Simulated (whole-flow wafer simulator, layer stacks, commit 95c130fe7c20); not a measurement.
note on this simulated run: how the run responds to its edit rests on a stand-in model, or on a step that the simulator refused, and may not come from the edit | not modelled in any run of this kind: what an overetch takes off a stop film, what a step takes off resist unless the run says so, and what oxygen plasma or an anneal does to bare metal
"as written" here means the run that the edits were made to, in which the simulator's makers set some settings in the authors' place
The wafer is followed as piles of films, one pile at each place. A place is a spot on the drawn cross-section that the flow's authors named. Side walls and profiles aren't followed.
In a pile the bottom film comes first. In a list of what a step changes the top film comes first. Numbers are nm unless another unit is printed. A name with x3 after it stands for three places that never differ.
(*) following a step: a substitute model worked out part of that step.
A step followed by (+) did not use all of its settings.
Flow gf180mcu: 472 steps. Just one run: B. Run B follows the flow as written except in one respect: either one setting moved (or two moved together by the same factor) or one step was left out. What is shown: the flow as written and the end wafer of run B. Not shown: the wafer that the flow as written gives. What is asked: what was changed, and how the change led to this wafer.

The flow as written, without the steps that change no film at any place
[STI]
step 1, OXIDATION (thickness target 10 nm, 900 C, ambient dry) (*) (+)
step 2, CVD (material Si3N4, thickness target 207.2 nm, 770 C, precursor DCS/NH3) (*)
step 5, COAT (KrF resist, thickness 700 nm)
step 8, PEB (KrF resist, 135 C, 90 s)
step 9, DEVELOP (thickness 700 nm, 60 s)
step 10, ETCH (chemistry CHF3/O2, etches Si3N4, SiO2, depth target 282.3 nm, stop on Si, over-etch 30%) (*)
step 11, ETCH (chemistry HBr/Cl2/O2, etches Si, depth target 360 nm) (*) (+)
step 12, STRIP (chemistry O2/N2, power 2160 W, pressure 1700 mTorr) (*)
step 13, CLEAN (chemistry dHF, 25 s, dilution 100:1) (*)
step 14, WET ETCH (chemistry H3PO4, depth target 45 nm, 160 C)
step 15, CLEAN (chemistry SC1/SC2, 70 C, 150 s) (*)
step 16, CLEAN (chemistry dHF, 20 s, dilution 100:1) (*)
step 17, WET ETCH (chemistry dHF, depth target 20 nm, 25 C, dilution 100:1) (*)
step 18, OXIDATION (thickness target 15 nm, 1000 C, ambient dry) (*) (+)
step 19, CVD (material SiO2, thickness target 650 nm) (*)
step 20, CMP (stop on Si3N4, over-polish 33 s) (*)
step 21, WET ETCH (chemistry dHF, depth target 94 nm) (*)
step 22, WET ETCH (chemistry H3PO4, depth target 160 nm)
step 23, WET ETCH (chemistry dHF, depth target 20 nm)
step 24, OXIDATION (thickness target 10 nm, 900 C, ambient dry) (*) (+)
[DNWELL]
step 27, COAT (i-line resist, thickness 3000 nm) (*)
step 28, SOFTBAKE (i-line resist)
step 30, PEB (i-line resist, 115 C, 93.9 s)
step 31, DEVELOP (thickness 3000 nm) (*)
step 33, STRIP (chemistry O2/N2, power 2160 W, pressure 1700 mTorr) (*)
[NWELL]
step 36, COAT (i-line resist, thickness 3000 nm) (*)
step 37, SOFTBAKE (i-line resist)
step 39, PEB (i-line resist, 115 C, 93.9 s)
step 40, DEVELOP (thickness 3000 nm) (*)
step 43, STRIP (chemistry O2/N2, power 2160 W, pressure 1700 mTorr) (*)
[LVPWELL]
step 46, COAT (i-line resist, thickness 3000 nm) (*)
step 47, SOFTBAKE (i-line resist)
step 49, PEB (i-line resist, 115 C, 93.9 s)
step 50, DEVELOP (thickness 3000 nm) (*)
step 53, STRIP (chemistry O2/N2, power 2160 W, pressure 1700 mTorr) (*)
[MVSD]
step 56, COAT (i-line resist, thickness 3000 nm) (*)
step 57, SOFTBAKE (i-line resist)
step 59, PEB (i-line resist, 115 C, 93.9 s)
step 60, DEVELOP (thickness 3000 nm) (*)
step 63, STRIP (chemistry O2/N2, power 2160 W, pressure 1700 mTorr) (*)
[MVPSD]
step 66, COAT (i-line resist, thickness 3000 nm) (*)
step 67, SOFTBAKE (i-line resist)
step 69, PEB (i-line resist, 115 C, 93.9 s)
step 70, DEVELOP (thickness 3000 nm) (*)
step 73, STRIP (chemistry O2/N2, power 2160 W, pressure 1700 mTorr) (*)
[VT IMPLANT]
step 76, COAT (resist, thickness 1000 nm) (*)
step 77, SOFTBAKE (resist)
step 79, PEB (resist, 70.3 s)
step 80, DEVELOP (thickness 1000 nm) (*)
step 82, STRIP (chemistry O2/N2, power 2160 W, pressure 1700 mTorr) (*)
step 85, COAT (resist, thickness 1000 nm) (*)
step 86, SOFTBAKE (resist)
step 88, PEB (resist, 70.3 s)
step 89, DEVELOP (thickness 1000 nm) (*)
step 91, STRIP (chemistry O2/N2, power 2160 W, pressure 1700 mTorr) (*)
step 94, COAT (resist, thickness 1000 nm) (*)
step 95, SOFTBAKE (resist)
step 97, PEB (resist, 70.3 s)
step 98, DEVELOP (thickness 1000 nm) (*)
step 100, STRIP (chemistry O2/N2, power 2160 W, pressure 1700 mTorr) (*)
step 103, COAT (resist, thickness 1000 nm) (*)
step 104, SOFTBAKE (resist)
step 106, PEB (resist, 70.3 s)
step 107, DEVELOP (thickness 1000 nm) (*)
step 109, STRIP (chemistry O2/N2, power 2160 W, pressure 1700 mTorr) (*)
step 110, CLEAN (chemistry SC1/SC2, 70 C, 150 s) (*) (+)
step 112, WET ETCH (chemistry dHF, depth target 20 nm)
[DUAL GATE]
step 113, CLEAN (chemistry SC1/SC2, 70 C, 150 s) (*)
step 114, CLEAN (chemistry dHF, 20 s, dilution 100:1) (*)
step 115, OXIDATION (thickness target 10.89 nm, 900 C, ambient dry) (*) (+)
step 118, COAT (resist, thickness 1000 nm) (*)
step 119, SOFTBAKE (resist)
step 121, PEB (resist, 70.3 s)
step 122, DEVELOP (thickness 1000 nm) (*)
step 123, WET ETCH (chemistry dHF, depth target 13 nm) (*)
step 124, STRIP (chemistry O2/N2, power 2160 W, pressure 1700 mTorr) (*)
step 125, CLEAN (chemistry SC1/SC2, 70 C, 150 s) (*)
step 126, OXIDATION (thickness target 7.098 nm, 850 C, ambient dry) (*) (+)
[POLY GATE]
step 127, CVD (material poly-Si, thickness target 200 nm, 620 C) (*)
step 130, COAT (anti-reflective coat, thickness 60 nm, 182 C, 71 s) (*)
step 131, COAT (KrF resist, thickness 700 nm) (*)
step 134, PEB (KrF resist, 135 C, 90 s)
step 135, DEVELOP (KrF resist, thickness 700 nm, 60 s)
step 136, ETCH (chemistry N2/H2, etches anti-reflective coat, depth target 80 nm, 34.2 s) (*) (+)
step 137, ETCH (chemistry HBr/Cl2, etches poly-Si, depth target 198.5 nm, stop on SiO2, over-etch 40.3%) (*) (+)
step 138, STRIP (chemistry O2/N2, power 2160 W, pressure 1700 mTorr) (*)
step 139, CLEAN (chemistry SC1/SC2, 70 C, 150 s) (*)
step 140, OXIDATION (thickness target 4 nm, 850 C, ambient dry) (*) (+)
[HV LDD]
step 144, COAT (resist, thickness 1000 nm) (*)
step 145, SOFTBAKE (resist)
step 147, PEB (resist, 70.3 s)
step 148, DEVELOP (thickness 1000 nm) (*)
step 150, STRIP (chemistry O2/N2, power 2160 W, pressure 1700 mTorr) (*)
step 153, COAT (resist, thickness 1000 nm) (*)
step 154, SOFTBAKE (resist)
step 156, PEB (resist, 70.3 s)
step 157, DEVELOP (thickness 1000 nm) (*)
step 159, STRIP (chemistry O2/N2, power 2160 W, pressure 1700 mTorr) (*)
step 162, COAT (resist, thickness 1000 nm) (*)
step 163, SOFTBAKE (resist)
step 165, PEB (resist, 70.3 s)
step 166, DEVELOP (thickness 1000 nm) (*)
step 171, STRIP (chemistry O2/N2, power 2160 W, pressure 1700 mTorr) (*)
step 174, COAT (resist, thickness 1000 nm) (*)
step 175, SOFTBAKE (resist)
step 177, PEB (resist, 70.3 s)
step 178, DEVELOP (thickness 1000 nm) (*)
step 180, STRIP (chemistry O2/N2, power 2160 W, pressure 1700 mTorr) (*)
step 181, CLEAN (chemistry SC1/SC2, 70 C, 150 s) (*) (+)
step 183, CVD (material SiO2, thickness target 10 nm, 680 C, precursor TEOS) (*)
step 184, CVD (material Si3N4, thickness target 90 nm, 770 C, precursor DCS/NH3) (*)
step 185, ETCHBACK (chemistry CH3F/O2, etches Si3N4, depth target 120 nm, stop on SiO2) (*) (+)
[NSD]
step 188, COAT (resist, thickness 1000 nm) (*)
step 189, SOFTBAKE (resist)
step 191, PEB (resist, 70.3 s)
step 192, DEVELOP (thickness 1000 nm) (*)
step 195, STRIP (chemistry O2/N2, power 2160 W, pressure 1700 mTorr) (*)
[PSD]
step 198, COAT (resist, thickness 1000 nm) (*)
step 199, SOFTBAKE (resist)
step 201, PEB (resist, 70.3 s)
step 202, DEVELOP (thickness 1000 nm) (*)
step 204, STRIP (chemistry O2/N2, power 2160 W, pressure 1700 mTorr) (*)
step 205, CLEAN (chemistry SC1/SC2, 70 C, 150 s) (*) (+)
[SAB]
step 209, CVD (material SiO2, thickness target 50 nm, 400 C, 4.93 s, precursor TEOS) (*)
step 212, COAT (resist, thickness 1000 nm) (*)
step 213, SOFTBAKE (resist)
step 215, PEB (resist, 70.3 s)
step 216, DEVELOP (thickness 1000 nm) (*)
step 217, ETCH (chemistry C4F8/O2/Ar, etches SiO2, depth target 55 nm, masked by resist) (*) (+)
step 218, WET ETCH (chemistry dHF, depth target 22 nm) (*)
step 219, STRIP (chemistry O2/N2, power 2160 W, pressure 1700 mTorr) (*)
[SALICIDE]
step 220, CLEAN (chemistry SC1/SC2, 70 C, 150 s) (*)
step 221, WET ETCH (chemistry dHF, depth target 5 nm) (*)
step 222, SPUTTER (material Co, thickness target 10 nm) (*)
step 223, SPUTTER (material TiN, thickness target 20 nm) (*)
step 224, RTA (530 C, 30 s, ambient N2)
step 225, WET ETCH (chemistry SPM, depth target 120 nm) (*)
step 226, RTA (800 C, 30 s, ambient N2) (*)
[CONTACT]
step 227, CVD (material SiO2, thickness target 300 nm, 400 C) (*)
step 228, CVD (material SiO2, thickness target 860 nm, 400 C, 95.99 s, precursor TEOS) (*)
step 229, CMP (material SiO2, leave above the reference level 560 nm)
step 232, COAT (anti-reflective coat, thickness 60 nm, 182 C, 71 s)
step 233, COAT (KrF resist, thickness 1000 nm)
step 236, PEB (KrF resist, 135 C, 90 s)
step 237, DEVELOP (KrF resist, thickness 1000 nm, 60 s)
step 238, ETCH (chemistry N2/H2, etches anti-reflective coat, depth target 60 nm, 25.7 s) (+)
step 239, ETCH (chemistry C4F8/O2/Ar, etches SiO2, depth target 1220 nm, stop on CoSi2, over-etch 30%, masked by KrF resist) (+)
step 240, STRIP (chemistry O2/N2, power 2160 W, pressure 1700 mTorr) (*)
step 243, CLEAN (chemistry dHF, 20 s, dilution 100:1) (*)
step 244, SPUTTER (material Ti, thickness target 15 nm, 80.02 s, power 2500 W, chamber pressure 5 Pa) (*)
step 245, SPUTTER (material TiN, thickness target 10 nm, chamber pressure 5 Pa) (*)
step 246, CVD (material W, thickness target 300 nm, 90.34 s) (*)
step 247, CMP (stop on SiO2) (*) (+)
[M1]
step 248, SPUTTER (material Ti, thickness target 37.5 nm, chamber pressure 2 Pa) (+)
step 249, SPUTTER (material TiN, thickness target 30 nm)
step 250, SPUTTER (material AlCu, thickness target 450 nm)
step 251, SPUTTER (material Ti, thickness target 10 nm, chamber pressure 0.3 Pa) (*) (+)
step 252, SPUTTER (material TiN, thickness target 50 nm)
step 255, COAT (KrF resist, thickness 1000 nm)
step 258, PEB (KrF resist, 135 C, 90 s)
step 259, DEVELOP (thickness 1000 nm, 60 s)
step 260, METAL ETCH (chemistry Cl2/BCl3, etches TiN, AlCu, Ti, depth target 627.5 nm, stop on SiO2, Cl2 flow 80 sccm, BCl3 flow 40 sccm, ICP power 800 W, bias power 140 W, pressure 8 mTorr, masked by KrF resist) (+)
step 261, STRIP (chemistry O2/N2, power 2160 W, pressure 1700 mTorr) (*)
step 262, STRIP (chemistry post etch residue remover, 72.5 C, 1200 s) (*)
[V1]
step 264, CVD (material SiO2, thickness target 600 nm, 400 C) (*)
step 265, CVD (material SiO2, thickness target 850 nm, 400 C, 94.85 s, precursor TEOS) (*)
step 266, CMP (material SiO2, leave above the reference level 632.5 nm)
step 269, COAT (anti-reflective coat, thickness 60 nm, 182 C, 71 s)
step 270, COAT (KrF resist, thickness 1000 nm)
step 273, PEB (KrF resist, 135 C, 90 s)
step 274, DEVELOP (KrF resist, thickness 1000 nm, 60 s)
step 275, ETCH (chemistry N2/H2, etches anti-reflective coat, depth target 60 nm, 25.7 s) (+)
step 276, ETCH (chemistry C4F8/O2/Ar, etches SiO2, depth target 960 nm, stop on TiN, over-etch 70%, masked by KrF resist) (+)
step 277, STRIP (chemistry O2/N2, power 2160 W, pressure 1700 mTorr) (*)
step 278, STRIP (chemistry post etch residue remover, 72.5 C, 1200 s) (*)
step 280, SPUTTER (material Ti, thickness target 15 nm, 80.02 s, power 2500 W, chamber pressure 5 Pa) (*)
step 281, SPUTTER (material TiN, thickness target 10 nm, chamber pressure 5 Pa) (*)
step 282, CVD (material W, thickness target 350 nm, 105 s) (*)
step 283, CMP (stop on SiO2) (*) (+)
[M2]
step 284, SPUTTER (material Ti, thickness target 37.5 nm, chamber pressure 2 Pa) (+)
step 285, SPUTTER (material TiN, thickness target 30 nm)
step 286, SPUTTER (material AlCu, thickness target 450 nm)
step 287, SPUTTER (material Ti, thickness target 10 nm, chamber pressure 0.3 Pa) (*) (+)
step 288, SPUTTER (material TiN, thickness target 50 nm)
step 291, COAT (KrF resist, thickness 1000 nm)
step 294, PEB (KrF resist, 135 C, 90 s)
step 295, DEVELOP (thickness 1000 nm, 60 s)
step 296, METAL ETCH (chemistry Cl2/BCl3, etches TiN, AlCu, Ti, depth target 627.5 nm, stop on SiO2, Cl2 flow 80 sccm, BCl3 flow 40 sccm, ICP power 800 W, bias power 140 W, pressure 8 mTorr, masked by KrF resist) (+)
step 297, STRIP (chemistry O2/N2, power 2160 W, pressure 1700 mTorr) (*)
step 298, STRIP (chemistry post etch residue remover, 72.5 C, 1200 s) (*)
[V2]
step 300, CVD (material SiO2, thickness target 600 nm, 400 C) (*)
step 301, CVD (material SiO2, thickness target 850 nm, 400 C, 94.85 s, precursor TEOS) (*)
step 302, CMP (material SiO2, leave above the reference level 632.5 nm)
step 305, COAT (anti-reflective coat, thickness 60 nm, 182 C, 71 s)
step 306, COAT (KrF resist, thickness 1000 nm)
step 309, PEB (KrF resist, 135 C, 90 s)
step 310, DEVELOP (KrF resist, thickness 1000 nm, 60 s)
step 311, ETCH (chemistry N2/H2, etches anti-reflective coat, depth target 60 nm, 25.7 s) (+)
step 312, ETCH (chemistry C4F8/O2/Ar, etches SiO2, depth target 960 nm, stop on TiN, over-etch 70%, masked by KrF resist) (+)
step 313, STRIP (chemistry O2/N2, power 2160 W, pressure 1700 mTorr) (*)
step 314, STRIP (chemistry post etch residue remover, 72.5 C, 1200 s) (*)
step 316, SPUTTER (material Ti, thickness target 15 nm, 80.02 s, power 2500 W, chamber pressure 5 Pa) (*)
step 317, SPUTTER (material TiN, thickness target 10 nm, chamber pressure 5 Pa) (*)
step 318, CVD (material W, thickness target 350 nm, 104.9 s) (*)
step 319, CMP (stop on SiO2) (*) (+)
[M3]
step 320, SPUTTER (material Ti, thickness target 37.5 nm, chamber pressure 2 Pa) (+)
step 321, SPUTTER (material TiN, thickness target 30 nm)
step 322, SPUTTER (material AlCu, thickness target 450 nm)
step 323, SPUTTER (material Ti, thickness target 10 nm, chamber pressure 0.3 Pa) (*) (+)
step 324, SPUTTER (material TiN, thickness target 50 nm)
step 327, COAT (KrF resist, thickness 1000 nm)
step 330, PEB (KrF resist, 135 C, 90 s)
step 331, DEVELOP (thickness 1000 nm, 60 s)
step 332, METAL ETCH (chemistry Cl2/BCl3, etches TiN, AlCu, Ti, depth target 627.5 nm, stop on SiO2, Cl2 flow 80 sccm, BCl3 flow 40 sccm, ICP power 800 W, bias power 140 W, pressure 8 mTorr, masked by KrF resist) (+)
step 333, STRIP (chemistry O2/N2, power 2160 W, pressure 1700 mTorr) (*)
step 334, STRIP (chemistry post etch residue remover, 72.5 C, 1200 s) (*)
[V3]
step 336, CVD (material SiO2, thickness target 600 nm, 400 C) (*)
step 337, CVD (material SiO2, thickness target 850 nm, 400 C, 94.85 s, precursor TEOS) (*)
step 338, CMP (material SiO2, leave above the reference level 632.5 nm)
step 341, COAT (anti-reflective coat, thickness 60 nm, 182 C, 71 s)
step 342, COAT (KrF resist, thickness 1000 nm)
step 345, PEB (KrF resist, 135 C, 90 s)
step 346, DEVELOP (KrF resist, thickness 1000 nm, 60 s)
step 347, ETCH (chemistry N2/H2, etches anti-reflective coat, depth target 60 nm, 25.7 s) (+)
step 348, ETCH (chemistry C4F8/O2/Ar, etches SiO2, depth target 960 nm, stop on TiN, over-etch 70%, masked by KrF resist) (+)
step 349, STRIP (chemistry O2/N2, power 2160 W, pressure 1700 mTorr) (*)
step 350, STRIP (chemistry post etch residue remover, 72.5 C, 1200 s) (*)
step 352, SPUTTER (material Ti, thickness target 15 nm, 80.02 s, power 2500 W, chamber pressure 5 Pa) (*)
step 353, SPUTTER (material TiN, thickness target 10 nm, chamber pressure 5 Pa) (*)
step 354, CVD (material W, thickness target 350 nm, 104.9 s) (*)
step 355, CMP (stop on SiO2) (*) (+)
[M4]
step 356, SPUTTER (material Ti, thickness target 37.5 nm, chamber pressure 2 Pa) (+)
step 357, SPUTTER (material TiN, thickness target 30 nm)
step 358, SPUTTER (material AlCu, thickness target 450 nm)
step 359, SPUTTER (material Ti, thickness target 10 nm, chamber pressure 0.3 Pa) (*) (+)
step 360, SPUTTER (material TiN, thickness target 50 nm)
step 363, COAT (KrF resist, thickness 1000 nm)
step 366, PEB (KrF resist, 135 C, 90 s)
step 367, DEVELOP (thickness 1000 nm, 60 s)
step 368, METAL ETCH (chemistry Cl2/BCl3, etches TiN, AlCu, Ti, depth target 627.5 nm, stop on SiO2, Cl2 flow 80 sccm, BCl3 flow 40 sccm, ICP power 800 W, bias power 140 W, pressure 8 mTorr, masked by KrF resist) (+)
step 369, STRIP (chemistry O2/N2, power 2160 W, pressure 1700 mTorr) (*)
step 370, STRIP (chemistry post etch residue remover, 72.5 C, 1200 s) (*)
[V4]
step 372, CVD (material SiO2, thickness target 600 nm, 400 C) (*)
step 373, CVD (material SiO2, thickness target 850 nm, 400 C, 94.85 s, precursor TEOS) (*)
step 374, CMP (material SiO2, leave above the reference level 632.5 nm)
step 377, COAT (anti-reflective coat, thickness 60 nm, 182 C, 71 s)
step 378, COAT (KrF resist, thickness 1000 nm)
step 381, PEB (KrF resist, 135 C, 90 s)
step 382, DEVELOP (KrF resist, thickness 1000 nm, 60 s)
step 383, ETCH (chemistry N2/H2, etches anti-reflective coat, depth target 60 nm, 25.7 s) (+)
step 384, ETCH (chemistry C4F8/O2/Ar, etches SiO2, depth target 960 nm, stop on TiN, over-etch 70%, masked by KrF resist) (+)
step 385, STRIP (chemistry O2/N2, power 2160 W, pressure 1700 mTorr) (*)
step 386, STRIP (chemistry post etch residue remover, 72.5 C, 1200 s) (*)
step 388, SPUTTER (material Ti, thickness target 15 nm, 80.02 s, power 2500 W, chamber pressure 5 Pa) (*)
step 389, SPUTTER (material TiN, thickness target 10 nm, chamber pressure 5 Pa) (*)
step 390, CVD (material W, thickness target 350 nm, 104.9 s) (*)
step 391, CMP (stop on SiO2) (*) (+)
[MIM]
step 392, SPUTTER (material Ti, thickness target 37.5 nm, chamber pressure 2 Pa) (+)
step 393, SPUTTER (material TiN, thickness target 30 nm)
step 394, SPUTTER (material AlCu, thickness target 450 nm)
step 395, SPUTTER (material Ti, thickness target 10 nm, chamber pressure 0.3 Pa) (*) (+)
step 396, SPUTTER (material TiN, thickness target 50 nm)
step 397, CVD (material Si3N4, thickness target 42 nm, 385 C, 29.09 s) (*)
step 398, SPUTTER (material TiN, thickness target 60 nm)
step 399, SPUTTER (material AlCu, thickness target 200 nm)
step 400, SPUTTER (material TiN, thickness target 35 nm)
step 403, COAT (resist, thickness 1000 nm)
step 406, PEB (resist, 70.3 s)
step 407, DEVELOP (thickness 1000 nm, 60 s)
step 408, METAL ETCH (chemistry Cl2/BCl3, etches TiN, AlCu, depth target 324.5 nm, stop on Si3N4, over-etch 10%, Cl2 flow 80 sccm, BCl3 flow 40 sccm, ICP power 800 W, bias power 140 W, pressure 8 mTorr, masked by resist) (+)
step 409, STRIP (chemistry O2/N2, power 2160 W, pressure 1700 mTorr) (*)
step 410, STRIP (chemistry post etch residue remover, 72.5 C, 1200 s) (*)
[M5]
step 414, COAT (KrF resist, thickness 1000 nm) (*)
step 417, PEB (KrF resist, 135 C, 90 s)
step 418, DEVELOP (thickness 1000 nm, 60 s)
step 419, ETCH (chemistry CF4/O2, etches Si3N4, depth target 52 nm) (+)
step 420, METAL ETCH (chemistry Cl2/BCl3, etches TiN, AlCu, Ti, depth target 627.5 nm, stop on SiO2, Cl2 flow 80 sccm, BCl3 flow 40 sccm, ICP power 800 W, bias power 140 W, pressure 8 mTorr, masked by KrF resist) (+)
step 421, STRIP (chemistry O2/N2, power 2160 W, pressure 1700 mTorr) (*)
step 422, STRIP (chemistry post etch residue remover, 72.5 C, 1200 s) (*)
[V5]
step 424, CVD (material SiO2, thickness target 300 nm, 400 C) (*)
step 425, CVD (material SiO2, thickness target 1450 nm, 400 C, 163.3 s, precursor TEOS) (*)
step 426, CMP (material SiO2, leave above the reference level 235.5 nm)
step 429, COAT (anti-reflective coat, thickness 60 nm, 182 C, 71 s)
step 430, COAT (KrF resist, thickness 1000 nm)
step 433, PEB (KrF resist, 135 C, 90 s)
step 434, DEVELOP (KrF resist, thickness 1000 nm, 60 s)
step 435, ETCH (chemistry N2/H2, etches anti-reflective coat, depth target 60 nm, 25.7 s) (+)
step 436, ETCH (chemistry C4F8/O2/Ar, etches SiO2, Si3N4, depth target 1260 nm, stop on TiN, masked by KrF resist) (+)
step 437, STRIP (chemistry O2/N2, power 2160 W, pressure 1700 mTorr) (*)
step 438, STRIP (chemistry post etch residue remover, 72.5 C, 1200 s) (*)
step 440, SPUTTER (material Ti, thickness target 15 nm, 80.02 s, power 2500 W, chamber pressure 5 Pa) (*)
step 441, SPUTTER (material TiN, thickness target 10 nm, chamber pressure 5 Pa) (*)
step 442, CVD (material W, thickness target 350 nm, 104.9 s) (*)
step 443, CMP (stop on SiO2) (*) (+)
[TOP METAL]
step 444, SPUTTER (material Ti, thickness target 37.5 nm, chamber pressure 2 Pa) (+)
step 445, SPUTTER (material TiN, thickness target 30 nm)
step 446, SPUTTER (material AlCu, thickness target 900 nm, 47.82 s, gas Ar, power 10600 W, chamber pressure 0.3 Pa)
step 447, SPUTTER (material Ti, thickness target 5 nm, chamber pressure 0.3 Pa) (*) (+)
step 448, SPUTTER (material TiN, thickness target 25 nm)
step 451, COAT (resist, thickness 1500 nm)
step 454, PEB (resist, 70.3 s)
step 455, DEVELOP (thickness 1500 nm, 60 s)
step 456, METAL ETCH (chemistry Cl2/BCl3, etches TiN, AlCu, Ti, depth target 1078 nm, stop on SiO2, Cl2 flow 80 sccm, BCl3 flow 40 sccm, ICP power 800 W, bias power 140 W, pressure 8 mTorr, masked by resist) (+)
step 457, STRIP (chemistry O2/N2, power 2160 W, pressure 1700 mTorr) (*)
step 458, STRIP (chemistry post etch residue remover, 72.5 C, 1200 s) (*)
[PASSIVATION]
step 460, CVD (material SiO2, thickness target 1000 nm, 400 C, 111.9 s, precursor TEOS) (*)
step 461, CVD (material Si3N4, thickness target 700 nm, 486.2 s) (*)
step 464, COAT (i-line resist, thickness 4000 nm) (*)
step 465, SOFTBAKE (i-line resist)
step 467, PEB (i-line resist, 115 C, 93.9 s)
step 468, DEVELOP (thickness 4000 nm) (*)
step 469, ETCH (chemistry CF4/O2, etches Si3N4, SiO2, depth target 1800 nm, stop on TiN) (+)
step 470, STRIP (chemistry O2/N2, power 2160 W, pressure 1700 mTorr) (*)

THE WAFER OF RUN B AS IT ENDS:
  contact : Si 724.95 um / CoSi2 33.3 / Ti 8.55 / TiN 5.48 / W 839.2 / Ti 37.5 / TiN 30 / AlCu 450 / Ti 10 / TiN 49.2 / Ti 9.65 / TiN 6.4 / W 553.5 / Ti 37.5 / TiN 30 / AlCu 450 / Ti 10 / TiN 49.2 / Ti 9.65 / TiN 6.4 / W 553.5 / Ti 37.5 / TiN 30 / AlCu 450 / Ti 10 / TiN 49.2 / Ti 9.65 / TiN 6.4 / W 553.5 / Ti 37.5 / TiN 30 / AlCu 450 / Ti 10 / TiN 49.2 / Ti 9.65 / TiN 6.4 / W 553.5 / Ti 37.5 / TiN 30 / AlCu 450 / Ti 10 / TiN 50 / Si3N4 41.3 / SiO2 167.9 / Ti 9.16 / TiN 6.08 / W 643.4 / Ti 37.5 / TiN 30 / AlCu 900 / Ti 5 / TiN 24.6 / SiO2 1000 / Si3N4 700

Cause: step 436, ETCH: depth target 662 nm was run, whereas the flow has depth target 1260 nm.

Step by step, how the change led to this:
  step 436, ETCH (chemistry C4F8/O2/Ar, etches SiO2, Si3N4, depth target 1260 nm, stop on TiN, masked by KrF resist) (+)
      contact: -662 SiO2 (as written it would have been: -829.9 SiO2 (all of it), -41.3 Si3N4 (all of it))
      field, field__w1, field__w2 and 108 more: -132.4 KrF resist (as written it would have been: -252 KrF resist)
  step 437, STRIP (chemistry O2/N2, power 2160 W, pressure 1700 mTorr) (*)
      field, field__w1, field__w2 and 108 more: -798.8 KrF resist (all of it), -60 anti-reflective coat (all of it) (as written it would have been: -679.2 KrF resist (all of it), -60 anti-reflective coat (all of it))
  step 440, SPUTTER (material Ti, thickness target 15 nm, 80.02 s, power 2500 W, chamber pressure 5 Pa) (*)
      contact: +9.16 Ti (new film) (as written it would have been: +8.12 Ti (new film))
  step 441, SPUTTER (material TiN, thickness target 10 nm, chamber pressure 5 Pa) (*)
      contact: +6.08 TiN (new film) (as written it would have been: +5.38 TiN (new film))
  step 442, CVD (material W, thickness target 350 nm, 104.9 s) (*)
      contact: +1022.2 W (new film) (as written it would have been: +1233.6 W (new film))
Taking metal films that touch as one body, contact has 2 bodies (between them, from the top down: SiO2 167.9 / Si3N4 41.3); the flow as written gives 1 body.
